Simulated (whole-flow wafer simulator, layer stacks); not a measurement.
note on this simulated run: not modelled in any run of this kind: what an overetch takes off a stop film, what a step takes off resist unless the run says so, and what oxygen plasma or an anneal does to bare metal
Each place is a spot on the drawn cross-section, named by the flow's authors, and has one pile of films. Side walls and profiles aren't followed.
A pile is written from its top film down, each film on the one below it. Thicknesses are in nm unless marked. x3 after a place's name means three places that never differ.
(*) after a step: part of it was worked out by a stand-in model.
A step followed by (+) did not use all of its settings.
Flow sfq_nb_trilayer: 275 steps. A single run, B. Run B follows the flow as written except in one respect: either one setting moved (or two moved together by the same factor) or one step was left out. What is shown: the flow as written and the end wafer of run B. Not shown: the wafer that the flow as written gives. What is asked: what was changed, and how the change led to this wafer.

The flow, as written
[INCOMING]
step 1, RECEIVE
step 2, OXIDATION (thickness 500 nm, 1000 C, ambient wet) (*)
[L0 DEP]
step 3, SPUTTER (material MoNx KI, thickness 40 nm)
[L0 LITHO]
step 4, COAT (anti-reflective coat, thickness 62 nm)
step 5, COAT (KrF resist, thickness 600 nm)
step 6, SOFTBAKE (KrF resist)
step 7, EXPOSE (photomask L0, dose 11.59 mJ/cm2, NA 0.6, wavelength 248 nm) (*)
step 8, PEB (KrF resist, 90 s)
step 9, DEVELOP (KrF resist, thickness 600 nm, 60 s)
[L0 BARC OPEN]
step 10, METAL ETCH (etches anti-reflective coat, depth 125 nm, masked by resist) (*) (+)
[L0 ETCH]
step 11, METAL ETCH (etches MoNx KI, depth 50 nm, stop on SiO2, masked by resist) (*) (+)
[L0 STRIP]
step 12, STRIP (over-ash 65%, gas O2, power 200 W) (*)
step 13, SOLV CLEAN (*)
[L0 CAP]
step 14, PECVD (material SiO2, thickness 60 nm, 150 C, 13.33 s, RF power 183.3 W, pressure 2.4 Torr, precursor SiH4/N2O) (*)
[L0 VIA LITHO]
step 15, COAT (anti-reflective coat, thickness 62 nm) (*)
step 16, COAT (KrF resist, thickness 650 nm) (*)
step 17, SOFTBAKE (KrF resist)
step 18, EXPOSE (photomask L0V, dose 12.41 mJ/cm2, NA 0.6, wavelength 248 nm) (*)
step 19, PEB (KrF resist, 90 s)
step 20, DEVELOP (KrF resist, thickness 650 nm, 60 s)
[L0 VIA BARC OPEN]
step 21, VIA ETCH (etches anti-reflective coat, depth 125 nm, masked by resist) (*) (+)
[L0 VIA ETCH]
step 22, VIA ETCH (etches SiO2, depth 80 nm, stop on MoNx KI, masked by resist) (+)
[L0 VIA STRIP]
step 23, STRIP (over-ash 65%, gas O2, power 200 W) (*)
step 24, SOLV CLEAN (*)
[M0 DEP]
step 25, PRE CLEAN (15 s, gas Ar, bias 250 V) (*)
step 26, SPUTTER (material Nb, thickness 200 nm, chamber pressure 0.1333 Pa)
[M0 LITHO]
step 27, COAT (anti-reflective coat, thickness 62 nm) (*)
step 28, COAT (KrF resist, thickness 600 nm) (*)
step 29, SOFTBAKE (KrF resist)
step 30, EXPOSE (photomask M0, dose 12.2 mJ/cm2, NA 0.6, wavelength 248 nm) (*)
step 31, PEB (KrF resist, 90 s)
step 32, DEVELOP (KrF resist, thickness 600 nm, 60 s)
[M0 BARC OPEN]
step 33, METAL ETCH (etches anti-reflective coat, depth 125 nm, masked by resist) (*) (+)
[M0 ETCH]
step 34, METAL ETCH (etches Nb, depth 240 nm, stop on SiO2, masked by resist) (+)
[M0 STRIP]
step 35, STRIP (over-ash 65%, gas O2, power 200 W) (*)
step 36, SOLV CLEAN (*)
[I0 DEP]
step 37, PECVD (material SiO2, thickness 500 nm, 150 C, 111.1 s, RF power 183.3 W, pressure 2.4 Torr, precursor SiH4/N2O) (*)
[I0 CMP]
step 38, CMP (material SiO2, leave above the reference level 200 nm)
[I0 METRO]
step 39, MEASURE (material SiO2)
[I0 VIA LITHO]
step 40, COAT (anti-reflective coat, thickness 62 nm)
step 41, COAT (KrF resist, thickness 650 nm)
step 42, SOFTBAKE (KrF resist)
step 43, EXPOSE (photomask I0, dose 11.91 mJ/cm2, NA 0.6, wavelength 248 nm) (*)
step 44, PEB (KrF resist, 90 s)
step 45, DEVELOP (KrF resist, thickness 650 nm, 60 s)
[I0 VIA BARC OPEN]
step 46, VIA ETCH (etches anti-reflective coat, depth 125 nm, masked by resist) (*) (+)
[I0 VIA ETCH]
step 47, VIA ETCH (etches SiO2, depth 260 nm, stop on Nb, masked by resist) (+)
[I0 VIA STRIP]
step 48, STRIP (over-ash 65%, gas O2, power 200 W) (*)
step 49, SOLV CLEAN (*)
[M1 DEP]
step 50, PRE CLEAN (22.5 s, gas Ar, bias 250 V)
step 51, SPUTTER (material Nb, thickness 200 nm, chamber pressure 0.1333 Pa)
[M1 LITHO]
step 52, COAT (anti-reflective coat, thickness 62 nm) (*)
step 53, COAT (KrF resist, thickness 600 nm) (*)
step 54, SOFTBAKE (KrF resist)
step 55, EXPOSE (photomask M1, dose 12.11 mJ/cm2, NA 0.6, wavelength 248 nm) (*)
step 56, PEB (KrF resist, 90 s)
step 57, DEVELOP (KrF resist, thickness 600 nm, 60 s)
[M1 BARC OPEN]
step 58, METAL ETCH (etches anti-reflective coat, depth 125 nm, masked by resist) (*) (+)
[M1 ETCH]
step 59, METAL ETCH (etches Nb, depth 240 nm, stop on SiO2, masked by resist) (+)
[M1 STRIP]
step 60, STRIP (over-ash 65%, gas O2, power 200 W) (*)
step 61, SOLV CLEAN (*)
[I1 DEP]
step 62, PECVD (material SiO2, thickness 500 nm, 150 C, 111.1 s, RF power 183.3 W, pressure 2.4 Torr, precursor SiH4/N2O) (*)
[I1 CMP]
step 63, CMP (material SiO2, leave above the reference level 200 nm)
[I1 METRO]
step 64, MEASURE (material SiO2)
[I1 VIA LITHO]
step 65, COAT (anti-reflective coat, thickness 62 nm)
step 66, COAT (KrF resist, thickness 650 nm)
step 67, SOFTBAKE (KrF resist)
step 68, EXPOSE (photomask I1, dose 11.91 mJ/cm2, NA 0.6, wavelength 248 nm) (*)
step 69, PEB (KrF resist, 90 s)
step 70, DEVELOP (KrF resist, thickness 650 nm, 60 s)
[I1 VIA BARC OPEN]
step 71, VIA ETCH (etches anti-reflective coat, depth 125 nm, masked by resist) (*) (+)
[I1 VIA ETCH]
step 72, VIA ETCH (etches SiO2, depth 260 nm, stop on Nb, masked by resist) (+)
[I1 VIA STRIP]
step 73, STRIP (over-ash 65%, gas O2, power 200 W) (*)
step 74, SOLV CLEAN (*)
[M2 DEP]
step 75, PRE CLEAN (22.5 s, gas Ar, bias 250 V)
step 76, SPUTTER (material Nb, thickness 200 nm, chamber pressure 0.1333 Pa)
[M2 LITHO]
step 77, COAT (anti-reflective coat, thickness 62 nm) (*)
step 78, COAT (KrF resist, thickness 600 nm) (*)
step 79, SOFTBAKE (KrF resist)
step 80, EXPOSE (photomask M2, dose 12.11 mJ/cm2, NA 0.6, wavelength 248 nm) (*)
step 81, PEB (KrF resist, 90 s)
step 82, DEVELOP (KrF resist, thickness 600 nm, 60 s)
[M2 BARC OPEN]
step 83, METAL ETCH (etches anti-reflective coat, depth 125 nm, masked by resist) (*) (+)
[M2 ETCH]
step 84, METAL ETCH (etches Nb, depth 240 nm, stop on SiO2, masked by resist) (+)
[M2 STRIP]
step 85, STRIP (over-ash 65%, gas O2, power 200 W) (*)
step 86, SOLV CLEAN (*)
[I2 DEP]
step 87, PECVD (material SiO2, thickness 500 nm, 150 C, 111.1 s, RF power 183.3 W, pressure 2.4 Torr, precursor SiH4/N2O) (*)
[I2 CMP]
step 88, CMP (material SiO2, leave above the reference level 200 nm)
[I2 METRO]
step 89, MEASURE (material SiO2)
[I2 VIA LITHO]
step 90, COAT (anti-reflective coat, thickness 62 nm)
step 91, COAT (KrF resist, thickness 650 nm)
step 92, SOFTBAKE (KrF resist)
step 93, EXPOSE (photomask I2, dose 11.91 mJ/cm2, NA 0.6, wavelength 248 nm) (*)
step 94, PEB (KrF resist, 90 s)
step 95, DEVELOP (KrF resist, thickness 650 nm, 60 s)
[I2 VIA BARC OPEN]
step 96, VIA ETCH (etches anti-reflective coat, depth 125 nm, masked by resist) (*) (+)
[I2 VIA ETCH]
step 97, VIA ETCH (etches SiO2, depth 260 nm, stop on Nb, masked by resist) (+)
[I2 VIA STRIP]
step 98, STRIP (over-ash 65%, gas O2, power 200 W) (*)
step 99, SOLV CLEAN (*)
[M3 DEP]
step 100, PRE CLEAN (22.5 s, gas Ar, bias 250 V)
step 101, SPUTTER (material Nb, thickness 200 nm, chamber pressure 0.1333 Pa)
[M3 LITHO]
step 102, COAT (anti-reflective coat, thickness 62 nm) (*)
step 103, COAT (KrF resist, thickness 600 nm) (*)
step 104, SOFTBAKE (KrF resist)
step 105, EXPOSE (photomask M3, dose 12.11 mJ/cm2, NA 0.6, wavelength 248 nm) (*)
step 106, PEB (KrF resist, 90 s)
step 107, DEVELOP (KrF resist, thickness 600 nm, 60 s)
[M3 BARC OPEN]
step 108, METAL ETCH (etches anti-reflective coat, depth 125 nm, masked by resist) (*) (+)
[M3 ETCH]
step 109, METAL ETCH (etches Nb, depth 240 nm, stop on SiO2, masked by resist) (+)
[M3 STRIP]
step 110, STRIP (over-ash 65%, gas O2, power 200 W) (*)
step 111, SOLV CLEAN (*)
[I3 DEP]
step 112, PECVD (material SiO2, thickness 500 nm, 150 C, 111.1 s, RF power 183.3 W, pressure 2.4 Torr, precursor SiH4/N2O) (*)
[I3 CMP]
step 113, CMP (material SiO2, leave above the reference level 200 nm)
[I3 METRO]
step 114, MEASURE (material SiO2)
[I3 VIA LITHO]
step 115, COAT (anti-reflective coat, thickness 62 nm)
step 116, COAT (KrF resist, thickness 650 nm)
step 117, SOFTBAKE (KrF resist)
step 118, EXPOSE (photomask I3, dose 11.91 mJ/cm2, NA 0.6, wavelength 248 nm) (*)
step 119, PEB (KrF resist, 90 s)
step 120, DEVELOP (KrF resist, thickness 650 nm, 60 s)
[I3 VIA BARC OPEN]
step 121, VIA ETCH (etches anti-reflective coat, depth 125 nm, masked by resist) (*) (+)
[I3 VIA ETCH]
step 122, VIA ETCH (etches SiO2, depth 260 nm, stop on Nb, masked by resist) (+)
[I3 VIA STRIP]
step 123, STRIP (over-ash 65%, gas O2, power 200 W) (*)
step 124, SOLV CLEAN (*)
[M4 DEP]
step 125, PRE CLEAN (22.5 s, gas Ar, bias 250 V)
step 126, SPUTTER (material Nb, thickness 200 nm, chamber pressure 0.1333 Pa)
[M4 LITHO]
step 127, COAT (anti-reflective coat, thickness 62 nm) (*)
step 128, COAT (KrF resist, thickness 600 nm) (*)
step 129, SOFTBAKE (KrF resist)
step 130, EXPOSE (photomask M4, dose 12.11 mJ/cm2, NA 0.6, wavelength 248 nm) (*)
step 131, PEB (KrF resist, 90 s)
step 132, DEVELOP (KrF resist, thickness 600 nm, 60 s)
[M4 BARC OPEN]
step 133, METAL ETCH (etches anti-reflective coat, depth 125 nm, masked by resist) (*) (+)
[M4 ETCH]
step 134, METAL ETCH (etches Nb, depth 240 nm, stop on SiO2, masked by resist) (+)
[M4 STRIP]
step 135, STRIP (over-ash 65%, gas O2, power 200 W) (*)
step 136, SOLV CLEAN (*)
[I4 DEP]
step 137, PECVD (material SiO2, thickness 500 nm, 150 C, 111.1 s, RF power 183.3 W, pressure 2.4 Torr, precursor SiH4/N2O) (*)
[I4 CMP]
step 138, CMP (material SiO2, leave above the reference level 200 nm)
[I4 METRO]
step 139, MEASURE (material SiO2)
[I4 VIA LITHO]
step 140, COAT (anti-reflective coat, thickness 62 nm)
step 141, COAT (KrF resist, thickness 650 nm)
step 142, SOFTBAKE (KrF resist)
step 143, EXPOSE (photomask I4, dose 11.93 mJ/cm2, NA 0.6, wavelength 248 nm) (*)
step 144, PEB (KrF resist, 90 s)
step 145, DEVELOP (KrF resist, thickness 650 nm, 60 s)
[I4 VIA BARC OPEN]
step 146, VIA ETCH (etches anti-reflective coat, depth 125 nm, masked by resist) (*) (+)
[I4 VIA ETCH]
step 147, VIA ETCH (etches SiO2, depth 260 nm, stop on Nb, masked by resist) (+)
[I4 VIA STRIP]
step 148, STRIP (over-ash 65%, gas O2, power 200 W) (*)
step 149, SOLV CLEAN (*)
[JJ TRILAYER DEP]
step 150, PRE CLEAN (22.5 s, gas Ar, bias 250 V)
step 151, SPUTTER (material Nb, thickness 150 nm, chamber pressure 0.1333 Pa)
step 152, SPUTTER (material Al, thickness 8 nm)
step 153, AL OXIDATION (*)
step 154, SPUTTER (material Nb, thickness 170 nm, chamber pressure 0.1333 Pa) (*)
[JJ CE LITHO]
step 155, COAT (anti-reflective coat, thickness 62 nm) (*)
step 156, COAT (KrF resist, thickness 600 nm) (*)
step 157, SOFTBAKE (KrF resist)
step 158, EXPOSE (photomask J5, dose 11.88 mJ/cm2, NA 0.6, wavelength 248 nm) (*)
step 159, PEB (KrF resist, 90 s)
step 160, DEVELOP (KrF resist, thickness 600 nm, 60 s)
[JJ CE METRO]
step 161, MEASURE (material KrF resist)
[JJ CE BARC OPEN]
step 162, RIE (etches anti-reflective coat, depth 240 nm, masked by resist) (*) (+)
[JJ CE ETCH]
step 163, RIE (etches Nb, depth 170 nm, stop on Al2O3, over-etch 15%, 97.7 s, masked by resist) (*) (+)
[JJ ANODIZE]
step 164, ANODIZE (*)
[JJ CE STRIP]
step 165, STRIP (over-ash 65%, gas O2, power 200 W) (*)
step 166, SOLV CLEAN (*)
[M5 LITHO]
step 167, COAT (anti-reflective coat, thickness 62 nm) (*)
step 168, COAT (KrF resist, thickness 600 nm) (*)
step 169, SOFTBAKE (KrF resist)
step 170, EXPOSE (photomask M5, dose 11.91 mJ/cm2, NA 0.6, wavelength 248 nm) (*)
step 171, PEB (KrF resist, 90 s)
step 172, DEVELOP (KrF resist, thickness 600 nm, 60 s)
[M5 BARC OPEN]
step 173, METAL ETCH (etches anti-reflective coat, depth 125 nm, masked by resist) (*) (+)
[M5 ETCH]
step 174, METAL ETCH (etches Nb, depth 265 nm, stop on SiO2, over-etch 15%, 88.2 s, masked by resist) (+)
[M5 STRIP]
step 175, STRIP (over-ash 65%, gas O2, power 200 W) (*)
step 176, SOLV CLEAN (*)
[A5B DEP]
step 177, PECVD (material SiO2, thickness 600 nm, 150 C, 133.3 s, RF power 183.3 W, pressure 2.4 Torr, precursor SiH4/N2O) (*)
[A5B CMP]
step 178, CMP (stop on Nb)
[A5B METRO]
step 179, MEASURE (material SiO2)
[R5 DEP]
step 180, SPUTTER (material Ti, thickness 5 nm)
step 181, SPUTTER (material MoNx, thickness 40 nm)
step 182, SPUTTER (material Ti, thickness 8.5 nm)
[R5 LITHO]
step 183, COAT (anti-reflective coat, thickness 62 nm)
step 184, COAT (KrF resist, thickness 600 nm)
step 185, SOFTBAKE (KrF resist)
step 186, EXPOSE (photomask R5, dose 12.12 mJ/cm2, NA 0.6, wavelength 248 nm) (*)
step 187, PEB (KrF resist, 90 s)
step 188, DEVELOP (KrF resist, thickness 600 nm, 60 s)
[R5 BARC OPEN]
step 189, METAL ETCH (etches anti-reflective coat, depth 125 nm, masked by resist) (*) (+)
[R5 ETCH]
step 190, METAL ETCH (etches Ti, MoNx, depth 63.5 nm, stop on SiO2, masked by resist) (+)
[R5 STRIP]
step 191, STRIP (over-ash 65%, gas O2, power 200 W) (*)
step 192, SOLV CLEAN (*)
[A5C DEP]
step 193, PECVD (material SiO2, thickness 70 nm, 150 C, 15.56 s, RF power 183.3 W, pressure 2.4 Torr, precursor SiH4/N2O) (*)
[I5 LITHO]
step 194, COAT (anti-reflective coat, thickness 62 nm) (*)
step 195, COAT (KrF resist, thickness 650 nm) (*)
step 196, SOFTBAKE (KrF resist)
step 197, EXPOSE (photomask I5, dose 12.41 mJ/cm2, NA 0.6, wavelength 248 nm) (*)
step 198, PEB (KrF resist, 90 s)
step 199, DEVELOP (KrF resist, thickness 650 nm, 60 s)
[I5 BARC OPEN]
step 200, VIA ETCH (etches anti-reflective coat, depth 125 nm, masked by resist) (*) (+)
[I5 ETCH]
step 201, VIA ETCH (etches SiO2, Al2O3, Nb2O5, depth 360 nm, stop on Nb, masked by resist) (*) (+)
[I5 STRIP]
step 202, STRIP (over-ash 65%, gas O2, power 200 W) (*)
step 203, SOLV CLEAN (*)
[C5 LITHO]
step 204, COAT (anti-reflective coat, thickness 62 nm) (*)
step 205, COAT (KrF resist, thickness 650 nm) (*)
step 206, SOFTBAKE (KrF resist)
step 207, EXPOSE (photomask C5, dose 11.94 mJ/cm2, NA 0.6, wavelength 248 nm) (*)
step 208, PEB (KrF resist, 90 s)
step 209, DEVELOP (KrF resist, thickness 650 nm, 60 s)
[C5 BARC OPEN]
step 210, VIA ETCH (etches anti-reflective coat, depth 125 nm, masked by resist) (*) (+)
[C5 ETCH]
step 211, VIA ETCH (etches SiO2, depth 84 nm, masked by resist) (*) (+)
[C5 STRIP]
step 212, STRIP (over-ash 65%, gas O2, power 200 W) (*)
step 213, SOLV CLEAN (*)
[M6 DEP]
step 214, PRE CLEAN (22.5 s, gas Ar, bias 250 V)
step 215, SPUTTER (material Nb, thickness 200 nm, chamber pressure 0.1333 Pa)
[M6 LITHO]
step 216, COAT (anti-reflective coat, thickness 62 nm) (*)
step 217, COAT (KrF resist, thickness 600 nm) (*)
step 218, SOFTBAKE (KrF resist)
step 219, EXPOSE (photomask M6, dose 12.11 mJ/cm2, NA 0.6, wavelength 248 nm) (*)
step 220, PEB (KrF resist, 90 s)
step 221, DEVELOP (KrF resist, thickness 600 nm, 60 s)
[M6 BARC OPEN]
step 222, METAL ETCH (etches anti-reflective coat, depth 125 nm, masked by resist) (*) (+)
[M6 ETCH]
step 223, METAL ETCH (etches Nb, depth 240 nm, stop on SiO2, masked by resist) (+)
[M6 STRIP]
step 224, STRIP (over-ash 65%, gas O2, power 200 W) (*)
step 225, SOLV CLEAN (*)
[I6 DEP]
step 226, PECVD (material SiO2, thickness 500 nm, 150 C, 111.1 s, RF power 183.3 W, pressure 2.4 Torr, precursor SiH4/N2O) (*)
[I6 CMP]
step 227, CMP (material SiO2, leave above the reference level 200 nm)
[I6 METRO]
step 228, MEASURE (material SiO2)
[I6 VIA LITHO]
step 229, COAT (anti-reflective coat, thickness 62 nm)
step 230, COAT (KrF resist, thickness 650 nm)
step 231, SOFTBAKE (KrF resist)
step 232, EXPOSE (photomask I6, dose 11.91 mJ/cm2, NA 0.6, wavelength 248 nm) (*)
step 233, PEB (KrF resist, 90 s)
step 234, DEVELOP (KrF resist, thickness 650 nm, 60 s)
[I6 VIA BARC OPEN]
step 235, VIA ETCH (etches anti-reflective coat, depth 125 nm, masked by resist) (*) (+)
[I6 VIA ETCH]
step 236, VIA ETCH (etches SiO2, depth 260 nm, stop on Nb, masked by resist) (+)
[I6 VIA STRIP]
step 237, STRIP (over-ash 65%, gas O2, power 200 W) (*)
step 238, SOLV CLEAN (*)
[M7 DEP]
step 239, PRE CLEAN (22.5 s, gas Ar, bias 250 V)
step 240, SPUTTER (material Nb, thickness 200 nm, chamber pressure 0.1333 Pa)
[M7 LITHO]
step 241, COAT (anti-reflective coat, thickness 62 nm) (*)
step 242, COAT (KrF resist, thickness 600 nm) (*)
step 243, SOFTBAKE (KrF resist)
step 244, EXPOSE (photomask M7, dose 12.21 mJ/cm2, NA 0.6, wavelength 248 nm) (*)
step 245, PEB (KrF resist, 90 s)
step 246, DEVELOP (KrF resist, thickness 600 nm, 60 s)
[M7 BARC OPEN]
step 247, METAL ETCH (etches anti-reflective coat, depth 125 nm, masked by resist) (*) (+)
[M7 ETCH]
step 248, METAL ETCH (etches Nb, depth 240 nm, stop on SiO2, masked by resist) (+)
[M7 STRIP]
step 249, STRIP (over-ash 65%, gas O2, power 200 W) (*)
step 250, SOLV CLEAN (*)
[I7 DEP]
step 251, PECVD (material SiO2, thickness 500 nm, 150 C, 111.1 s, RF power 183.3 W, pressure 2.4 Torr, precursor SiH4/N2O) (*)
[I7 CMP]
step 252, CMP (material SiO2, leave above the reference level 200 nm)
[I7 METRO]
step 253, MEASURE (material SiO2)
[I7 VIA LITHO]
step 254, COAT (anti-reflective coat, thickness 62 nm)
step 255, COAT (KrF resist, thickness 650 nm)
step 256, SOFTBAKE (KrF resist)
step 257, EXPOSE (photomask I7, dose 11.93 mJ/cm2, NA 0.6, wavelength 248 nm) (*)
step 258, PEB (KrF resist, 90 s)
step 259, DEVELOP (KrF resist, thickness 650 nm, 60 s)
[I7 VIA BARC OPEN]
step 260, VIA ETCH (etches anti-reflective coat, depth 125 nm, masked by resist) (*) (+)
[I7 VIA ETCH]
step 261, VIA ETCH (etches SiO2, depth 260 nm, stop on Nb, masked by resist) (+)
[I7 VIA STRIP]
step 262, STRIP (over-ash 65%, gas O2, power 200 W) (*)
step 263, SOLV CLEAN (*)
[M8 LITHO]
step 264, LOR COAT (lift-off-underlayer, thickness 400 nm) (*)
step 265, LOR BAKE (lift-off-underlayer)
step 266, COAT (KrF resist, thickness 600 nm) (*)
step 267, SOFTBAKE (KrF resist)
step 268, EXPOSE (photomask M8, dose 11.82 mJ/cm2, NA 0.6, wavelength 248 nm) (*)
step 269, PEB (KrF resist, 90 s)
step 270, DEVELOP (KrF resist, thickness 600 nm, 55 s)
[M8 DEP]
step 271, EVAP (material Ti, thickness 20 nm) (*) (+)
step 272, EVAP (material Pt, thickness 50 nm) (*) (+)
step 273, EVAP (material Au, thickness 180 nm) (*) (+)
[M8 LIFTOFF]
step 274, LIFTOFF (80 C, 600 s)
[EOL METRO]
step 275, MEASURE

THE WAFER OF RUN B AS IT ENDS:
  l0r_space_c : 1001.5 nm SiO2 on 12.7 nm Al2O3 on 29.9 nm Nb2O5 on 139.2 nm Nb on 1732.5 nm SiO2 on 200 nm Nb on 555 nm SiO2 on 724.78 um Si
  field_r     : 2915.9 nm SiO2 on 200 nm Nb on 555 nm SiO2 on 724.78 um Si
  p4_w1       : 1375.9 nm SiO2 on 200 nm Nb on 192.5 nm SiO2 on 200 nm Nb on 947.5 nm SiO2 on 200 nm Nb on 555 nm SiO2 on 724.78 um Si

What caused this: step 88, CMP: leave above the reference level 170 nm was run, while the flow as written has leave above the reference level 200 nm.

How this came from the change, step by step:
  step 88, CMP (material SiO2, leave above the reference level 200 nm)
      field_l, be, be_sur and 81 more: -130 SiO2 (in the flow as written it would be: -100 SiO2)
      v_sur, via_wl, via_w and 18 more: -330 SiO2 (in the flow as written it would be: -300 SiO2)
      (as well as at 1 more place)
  step 97, VIA ETCH (etches SiO2, depth 260 nm, stop on Nb, masked by resist) (+)
      field_l, v_sur, via_wl and 102 more: -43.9 KrF resist (in the flow as written it would be: -44.8 KrF resist)
      via_w: -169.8 SiO2 (all of it) (in the flow as written it would be: -199.8 SiO2 (all of it))
  step 101, SPUTTER (material Nb, thickness 200 nm, chamber pressure 0.1333 Pa)
      via_w: +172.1 Nb (in the flow as written it would be: +165.5 Nb)
  step 102, COAT (anti-reflective coat, thickness 62 nm) (*)
      via_w: +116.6 anti-reflective coat (new film) (in the flow as written it would be: +124.8 anti-reflective coat (new film))
  step 103, COAT (KrF resist, thickness 600 nm) (*)
      via_w: +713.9 KrF resist (new film) (in the flow as written it would be: +737.9 KrF resist (new film))
  step 110, STRIP (over-ash 65%, gas O2, power 200 W) (*)
      via_w: -496 KrF resist (all of it), -116.6 anti-reflective coat (all of it) (in the flow as written it would be: -520 KrF resist (all of it), -124.8 anti-reflective coat (all of it))
  step 112, PECVD (material SiO2, thickness 500 nm, 150 C, 111.1 s, RF power 183.3 W, pressure 2.4 Torr, precursor SiH4/N2O) (*)
      via_w: +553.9 SiO2 (new film) (in the flow as written it would be: +615 SiO2 (new film))
  step 113, CMP (material SiO2, leave above the reference level 200 nm)
      via_w: -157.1 SiO2 (in the flow as written it would be: -181.6 SiO2)
